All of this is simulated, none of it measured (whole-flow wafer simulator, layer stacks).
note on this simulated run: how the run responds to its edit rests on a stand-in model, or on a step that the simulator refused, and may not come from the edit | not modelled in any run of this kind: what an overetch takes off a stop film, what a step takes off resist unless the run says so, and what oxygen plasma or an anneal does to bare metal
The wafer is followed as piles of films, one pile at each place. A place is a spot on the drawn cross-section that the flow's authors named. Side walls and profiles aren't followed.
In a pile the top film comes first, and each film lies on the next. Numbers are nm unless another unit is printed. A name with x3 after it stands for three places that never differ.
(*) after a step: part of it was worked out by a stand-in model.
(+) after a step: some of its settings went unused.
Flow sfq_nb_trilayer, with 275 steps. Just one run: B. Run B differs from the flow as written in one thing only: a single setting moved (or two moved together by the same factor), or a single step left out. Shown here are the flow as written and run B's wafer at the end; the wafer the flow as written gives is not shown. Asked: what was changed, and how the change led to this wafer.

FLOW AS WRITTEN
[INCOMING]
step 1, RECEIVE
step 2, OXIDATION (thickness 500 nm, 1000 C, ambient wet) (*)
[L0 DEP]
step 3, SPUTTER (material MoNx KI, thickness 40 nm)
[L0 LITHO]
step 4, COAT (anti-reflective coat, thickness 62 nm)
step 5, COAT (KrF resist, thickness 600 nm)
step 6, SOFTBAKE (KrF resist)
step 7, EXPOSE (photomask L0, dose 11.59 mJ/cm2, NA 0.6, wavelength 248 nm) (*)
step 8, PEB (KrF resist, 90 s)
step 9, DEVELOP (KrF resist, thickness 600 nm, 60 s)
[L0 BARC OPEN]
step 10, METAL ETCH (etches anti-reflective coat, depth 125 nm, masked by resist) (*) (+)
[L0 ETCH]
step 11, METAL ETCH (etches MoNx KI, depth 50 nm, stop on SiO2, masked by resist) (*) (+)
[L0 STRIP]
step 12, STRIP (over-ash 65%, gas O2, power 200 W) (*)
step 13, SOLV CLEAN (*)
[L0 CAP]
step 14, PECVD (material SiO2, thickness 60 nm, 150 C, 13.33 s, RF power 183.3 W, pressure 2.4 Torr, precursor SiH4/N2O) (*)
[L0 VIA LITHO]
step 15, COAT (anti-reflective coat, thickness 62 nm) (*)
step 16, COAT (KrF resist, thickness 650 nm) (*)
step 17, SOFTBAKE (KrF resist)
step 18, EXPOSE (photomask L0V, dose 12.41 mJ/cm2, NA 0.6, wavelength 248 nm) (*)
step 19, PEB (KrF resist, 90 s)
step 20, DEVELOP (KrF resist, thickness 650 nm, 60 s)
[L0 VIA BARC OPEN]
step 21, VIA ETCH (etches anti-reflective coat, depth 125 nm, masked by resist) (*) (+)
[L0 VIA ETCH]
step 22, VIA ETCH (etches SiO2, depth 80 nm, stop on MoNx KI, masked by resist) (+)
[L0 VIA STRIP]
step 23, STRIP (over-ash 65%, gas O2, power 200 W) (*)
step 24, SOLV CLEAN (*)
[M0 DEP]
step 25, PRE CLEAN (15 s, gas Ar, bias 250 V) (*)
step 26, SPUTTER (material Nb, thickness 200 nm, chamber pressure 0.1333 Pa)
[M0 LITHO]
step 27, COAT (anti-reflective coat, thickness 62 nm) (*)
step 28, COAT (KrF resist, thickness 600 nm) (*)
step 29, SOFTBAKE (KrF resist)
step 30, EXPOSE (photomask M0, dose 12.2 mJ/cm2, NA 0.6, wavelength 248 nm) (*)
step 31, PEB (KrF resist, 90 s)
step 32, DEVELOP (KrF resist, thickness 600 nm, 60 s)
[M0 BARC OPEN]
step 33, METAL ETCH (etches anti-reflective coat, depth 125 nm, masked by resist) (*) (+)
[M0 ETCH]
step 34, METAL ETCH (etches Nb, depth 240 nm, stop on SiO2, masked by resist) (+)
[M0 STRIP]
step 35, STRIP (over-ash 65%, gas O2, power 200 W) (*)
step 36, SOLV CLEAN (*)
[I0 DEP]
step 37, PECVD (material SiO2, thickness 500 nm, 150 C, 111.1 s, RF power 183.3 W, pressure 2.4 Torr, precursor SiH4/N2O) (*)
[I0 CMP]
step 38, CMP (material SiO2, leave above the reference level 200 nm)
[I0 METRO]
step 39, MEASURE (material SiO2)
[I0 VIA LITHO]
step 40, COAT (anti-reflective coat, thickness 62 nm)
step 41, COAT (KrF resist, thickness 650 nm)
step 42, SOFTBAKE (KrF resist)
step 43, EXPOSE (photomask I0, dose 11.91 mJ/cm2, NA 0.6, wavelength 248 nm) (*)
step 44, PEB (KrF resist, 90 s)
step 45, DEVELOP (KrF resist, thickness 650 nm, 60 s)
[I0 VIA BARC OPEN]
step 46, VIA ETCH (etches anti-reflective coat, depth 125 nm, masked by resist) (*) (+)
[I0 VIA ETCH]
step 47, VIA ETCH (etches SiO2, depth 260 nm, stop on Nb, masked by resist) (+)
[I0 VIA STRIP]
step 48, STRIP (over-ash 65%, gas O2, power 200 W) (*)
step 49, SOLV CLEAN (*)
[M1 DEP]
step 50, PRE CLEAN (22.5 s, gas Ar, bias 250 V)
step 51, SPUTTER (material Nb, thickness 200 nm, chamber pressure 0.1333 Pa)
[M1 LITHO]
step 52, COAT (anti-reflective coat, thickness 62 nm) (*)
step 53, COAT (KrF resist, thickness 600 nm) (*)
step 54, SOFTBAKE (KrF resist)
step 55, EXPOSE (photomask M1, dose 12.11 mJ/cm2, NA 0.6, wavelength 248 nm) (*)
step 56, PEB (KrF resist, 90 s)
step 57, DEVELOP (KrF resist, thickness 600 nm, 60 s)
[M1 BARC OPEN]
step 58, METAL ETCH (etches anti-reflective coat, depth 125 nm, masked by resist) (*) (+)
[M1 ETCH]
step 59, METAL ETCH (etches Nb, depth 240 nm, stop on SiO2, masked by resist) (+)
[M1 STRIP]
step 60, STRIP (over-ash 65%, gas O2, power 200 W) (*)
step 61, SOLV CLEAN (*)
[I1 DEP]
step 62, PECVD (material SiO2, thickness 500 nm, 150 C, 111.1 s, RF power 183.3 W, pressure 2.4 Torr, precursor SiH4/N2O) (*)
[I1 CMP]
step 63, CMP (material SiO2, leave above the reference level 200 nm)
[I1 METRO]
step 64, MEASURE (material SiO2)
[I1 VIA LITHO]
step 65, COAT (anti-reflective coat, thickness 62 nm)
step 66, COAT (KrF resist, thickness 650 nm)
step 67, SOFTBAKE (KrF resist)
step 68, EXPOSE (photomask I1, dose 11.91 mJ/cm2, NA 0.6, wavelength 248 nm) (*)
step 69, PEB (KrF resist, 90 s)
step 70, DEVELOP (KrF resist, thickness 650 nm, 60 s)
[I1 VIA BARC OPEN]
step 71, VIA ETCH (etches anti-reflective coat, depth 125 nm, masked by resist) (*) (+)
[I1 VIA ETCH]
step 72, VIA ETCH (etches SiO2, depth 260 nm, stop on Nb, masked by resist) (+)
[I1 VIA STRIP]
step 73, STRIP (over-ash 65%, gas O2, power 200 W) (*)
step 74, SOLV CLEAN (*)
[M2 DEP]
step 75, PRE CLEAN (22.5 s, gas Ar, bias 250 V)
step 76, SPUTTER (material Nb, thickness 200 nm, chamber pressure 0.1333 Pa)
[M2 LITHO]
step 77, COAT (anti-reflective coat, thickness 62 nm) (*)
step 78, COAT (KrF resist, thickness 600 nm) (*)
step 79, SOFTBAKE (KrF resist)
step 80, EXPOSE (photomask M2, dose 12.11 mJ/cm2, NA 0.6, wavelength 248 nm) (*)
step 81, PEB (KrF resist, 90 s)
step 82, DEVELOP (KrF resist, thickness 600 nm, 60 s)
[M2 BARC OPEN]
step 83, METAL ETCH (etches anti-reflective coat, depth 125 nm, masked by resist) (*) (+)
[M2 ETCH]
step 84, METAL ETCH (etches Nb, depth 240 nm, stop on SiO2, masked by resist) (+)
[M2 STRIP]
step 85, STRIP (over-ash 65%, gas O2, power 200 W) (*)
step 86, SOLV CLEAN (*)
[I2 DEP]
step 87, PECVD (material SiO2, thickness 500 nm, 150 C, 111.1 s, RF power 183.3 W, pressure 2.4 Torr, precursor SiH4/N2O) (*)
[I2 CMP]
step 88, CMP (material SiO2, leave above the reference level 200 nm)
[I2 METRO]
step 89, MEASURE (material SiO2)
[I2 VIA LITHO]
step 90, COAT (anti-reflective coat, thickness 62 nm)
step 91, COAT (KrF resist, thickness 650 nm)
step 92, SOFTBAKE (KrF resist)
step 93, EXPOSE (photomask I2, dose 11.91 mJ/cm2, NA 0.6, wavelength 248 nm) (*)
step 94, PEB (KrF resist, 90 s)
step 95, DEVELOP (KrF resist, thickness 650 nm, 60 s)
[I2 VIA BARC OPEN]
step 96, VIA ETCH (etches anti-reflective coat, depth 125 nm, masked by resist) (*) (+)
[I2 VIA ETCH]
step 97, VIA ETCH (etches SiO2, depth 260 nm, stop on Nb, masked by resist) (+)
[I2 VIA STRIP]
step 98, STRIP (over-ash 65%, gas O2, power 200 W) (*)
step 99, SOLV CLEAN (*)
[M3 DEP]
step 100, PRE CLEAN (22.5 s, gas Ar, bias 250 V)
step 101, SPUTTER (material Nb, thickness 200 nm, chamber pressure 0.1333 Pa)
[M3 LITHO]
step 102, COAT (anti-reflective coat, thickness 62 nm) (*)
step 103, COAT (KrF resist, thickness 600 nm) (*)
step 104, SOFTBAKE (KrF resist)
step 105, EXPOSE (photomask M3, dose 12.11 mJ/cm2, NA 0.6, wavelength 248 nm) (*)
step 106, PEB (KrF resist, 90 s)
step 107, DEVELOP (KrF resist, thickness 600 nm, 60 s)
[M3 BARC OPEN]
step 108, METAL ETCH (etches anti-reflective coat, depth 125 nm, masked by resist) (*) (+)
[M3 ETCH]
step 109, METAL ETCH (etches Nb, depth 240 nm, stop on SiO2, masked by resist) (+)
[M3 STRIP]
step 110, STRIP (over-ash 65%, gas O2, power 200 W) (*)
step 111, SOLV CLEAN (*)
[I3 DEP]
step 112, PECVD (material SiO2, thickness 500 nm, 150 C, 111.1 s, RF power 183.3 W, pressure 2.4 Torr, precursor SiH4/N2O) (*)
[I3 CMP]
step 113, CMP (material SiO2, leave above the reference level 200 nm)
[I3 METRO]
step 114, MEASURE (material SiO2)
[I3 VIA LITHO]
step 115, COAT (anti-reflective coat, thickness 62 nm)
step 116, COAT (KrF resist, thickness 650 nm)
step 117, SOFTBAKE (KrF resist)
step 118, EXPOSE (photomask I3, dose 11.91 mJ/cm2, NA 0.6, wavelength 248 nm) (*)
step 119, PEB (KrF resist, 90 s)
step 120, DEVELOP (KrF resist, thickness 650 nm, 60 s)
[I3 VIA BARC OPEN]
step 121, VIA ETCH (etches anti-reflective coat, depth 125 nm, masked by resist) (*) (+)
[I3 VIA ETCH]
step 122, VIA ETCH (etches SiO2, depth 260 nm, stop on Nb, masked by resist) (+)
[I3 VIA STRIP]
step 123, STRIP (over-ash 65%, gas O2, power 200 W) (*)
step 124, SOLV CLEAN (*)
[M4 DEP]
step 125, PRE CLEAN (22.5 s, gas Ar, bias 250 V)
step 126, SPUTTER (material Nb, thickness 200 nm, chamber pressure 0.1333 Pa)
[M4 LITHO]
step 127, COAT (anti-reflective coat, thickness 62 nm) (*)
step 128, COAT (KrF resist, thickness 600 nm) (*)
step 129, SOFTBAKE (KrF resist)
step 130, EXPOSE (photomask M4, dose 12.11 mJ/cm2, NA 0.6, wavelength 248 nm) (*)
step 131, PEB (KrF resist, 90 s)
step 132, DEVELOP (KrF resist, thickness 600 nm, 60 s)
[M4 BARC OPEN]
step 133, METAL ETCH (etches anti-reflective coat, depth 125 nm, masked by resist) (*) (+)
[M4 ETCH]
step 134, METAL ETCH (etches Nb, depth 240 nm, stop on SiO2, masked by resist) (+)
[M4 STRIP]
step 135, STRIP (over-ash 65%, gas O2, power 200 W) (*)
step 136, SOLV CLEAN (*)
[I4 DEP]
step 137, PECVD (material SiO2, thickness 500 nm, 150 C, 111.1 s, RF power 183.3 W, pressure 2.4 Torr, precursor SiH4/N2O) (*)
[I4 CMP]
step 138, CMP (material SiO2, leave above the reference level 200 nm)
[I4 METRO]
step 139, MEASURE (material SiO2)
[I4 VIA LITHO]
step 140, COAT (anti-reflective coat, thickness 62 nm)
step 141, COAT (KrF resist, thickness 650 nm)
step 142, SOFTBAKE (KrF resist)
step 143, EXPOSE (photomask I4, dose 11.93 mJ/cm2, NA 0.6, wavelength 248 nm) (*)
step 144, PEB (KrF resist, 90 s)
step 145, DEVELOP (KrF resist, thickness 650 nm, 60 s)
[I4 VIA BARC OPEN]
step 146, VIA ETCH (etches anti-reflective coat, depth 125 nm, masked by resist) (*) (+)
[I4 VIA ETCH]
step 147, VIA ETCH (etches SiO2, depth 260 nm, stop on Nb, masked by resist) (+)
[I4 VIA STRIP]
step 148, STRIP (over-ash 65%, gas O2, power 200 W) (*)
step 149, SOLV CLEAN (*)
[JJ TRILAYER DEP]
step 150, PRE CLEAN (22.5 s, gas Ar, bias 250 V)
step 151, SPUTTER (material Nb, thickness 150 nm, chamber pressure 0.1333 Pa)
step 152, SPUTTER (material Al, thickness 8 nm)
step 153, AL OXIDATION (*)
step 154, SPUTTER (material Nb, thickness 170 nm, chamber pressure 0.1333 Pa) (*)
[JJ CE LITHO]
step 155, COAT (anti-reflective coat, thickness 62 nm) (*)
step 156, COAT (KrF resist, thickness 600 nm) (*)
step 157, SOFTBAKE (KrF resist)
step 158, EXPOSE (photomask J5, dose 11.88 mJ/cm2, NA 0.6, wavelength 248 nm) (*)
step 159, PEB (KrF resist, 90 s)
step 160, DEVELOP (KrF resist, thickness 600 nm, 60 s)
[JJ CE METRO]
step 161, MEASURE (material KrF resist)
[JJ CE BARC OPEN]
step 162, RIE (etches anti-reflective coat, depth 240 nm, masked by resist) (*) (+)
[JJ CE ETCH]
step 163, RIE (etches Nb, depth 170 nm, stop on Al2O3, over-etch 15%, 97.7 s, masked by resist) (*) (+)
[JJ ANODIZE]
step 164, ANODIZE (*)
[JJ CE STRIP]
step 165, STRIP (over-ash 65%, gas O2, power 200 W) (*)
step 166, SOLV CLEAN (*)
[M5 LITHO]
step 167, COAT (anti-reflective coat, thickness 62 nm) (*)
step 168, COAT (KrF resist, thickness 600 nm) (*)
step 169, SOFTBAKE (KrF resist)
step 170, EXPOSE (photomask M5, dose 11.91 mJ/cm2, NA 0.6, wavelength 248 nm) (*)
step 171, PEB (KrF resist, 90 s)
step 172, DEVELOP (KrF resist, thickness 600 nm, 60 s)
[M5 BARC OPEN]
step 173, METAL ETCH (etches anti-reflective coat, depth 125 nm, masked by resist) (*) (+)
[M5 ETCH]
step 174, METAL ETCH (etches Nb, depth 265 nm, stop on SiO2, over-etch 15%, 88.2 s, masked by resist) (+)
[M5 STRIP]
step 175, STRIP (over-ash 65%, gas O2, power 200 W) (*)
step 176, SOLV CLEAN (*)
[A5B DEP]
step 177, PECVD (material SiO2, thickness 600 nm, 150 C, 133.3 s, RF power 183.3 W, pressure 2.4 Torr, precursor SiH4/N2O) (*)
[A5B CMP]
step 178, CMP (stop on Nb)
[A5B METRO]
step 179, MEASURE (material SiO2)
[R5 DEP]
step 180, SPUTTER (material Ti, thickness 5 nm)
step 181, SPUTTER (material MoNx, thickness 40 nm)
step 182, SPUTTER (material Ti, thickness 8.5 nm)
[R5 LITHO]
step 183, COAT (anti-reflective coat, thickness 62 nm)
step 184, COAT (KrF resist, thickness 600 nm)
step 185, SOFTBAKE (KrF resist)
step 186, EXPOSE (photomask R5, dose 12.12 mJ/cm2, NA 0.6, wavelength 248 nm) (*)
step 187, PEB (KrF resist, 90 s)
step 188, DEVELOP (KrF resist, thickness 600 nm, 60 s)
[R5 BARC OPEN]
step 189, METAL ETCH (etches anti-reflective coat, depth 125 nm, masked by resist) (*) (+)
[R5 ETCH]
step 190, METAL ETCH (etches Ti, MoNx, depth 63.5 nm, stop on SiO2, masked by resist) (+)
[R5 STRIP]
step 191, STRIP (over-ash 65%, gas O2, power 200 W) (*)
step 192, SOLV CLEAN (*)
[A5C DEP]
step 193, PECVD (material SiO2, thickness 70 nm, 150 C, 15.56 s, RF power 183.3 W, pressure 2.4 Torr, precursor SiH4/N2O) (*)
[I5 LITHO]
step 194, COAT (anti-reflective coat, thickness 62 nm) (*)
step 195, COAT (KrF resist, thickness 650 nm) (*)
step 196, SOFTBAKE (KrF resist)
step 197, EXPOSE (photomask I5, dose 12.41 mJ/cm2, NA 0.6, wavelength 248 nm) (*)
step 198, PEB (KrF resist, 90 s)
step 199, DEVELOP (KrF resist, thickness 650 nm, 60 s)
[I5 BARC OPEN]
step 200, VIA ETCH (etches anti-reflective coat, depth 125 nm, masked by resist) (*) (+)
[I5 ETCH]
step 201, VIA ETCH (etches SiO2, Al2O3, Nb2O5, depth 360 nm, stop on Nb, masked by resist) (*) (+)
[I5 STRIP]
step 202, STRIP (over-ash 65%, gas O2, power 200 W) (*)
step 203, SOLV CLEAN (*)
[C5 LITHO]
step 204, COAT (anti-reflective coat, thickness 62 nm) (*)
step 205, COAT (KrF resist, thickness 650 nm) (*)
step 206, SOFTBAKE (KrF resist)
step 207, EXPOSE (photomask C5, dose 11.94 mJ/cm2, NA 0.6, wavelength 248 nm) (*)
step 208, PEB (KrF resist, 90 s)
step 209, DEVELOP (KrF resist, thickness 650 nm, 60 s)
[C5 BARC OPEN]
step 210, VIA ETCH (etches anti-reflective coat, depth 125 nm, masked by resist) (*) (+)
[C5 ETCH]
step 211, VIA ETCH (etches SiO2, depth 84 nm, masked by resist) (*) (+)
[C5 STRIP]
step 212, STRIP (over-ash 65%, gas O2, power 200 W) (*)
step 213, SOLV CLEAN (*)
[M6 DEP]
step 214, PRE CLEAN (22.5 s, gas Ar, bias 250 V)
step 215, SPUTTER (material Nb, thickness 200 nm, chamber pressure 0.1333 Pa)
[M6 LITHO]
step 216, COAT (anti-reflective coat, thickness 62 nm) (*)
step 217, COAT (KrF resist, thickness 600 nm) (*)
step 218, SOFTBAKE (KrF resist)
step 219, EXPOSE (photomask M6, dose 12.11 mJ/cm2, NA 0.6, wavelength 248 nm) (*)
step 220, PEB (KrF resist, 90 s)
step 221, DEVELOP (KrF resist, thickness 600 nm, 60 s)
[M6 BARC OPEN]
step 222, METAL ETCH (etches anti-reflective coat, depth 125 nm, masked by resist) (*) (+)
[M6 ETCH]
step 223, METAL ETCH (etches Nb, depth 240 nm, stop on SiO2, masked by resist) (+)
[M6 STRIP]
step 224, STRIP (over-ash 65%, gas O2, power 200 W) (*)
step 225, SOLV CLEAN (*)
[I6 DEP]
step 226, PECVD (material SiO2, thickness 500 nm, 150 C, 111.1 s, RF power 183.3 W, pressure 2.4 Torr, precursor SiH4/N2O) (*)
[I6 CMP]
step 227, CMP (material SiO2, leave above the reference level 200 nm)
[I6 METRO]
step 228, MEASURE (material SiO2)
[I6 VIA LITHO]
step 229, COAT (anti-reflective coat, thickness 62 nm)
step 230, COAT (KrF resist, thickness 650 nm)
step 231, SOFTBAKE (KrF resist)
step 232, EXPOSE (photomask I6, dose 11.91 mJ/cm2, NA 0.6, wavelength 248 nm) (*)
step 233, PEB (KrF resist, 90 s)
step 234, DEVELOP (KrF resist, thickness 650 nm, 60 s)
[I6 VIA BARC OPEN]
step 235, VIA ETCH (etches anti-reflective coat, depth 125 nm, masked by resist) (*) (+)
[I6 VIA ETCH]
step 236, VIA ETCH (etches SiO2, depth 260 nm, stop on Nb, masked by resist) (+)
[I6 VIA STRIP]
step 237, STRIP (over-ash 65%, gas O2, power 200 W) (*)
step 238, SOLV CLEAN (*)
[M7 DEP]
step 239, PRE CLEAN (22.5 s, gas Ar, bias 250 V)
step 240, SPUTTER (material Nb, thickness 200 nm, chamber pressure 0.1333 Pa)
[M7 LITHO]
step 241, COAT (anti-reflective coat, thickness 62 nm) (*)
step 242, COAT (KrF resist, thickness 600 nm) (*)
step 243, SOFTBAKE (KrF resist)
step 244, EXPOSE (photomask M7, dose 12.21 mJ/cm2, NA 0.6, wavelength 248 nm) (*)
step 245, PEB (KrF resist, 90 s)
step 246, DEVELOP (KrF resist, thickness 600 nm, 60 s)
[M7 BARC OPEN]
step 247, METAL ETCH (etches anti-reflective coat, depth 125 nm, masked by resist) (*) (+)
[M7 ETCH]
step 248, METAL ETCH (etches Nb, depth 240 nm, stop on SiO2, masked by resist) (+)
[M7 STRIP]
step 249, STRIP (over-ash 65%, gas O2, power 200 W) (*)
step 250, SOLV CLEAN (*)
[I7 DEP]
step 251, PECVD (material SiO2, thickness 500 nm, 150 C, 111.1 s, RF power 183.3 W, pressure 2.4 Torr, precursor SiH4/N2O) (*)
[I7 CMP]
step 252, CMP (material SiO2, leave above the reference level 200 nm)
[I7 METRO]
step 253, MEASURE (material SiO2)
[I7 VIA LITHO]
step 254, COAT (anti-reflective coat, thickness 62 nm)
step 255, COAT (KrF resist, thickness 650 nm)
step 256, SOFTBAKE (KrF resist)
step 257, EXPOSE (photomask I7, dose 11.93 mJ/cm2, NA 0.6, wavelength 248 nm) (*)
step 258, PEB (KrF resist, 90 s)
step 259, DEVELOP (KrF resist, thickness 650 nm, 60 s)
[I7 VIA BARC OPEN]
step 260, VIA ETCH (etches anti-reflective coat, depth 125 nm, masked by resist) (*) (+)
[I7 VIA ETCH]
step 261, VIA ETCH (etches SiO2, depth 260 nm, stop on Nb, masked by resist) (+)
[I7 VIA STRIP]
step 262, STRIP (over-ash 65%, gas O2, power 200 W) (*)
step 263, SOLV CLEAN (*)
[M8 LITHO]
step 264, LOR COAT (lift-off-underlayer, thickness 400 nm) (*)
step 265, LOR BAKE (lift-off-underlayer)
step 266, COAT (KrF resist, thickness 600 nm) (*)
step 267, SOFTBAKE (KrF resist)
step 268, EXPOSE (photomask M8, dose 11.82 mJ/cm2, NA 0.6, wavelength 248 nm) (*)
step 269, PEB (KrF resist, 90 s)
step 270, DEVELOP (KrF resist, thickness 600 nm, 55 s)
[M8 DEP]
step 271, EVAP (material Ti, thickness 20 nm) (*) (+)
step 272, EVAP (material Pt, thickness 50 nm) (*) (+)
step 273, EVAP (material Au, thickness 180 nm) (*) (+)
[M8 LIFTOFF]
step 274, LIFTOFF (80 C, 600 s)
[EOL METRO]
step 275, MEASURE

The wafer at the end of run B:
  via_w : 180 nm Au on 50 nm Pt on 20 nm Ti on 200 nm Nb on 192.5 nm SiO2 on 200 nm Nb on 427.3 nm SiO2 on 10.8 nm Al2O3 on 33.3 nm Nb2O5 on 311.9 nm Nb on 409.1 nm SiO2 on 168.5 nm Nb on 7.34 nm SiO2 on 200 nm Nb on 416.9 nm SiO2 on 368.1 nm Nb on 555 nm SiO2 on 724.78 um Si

What caused this: step 97, VIA ETCH: depth 185 nm was run, though the flow has depth 260 nm.

How this came from the change, step by step:
  step 97, VIA ETCH (etches SiO2, depth 260 nm, stop on Nb, masked by resist) (+)
      via_w: -185 SiO2 (as written it would have been: -199.8 SiO2 (all of it))
      field_l, v_sur, via_wl and 102 more: -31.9 KrF resist (as written it would have been: -44.8 KrF resist)
  step 98, STRIP (over-ash 65%, gas O2, power 200 W) (*)
      field_l, v_sur, via_wl and 102 more: -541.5 KrF resist (all of it), -62 anti-reflective coat (all of it) (as written it would have been: -528.6 KrF resist (all of it), -62 anti-reflective coat (all of it))
  step 100, PRE CLEAN (22.5 s, gas Ar, bias 250 V)
      via_w: -7.5 SiO2 (as written it would have been: -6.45 Nb)
  step 101, SPUTTER (material Nb, thickness 200 nm, chamber pressure 0.1333 Pa)
      via_w: +168.5 Nb (new film) (as written it would have been: +165.5 Nb)
  step 102, COAT (anti-reflective coat, thickness 62 nm) (*)
      via_wl, via_wr: +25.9 anti-reflective coat (new film) (as written it would have been: +34.2 anti-reflective coat (new film))
      v_sur: +58.4 anti-reflective coat (new film) (as written it would have been: +61.1 anti-reflective coat (new film))
      (and at 2 other places as well)
  step 110, STRIP (over-ash 65%, gas O2, power 200 W) (*)
      v_sur: -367 KrF resist (all of it), -58.4 anti-reflective coat (all of it) (as written it would have been: -365.3 KrF resist (all of it), -61.1 anti-reflective coat (all of it))
      via_wl: -391.4 KrF resist (all of it), -25.9 anti-reflective coat (all of it) (as written it would have been: -384.2 KrF resist (all of it), -34.2 anti-reflective coat (all of it))
      (and at 3 other places as well)
  step 112, PECVD (material SiO2, thickness 500 nm, 150 C, 111.1 s, RF power 183.3 W, pressure 2.4 Torr, precursor SiH4/N2O) (*)
      via_w: +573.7 SiO2 (new film) (as written it would have been: +615 SiO2 (new film))
  step 113, CMP (material SiO2, leave above the reference level 200 nm)
      via_w: -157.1 SiO2 (as written it would have been: -181.6 SiO2)
If metal films that touch count as one body, via_w has 6 bodies (between them, from the top down: SiO2 192.5; SiO2 427.3 / Al2O3 10.8 / Nb2O5 33.3; SiO2 409.1; SiO2 7.34; SiO2 416.9); the flow as written gives 5 bodies (between them, from the top down: SiO2 192.5; SiO2 427.3 / Al2O3 10.8 / Nb2O5 33.3; SiO2 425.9; SiO2 416.9).
